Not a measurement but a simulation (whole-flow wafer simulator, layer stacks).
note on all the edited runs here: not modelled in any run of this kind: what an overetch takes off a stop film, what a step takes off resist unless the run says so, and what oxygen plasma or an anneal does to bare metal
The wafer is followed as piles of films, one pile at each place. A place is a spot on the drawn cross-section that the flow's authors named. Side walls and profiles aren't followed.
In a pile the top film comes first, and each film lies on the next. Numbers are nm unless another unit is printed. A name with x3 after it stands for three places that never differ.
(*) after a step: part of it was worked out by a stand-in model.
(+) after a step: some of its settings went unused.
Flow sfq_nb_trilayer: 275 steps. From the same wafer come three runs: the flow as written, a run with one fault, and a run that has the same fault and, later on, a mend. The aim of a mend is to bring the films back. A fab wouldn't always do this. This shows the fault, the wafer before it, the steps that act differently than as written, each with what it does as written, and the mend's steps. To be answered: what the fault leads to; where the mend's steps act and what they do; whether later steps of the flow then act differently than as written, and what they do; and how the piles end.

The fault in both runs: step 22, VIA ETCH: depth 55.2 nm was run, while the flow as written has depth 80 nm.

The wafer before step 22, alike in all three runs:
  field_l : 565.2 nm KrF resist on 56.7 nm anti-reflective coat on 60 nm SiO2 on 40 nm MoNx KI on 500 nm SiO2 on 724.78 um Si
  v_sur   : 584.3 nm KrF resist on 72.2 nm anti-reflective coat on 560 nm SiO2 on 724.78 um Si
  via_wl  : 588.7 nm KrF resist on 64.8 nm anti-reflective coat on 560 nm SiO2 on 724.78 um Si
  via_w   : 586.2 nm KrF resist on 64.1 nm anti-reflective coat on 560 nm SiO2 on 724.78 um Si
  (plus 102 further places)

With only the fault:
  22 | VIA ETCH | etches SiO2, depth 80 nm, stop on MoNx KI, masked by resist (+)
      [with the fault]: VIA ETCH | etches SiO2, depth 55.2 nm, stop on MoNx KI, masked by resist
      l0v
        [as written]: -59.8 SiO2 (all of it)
        [with the fault]: -55.2 SiO2
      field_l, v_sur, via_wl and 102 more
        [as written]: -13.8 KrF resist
        [with the fault]: -9.52 KrF resist
  Steps further on in the flow that do not act as written (6 other steps are not shown; they differ only slightly, by no more than 2% or 0.5 nm, whichever is larger):
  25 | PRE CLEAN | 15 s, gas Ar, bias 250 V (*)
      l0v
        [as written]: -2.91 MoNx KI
        [with the fault]: -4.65 SiO2 (all of it), -0.22 MoNx KI
  The piles end different from the flow's at l0v by more than 2% or 0.5 nm, whichever is larger.
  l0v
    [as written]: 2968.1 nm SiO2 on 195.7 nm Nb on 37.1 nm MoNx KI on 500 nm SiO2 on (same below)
    [with the fault]: 2964.9 nm SiO2 on 196.2 nm Nb on 39.8 nm MoNx KI on 500 nm SiO2 on (same below)

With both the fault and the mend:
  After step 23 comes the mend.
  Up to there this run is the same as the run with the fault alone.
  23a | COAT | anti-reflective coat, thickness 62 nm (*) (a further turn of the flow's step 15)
      p4_fl x3, p4_w1 x9, p4_g1 x2 and 59 more
        +62 anti-reflective coat (new film)
      gap, jj_sur, ce_l and 8 more
        +63.6 anti-reflective coat (new film)
      be, be_sur, field_r, lsp_l
        +63.7 anti-reflective coat (new film)
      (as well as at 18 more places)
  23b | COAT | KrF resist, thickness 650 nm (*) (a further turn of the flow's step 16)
      p4_fl x3, p4_w1 x9, p4_g1 x2 and 59 more
        +650 KrF resist (new film)
      c5j, ce_r, sp_r, be_r, r_sur, res
        +656.7 KrF resist (new film)
      be_sur, gap, moat
        +656.9 KrF resist (new film)
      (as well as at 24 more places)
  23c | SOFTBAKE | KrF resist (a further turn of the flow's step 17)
      leaves every film unchanged at each place that is followed
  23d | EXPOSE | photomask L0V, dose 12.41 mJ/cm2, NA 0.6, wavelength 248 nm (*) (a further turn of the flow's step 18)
      leaves every film unchanged at each place that is followed
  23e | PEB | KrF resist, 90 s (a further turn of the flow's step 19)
      p4_fl x3, p4_w1 x9, p4_g1 x2 and 59 more
        -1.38 KrF resist
      via_v, wire, be and 17 more
        -1.39 KrF resist
      v_sur, via_w, via_wr, via_sp, ln_m6
        -1.4 KrF resist
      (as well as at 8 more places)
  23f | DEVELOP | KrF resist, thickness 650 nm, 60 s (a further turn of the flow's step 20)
      field_l, v_sur, via_wl and 102 more
        -23.5 KrF resist
      l0v
        -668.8 KrF resist (all of it)
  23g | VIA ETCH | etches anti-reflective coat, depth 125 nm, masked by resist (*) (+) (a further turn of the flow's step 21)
      field_l, v_sur, via_wl and 102 more
        -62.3 KrF resist
      l0v
        -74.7 anti-reflective coat (all of it), -0.19 SiO2
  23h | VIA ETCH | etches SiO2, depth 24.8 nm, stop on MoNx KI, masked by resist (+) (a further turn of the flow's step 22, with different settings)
      field_l, v_sur, via_wl and 102 more
        -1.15 KrF resist
      l0v
        -4.46 SiO2 (all of it)
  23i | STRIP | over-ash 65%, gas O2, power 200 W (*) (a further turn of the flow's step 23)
      p4_fl x3, p4_w1 x9, p4_g1 x2 and 59 more
        -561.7 KrF resist (all of it), -62 anti-reflective coat (all of it)
      ce_l, c5j, ce_r, sp_r, be_r, r_sur, res
        -568.4 KrF resist (all of it), -63.6 anti-reflective coat (all of it)
      gap, jj_sur, r_end
        -568.5 KrF resist (all of it), -63.6 anti-reflective coat (all of it)
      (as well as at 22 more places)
  Later steps of the flow that are run all act as written at every place that is followed.
  At every place that both follow, the piles at the end match the flow's.
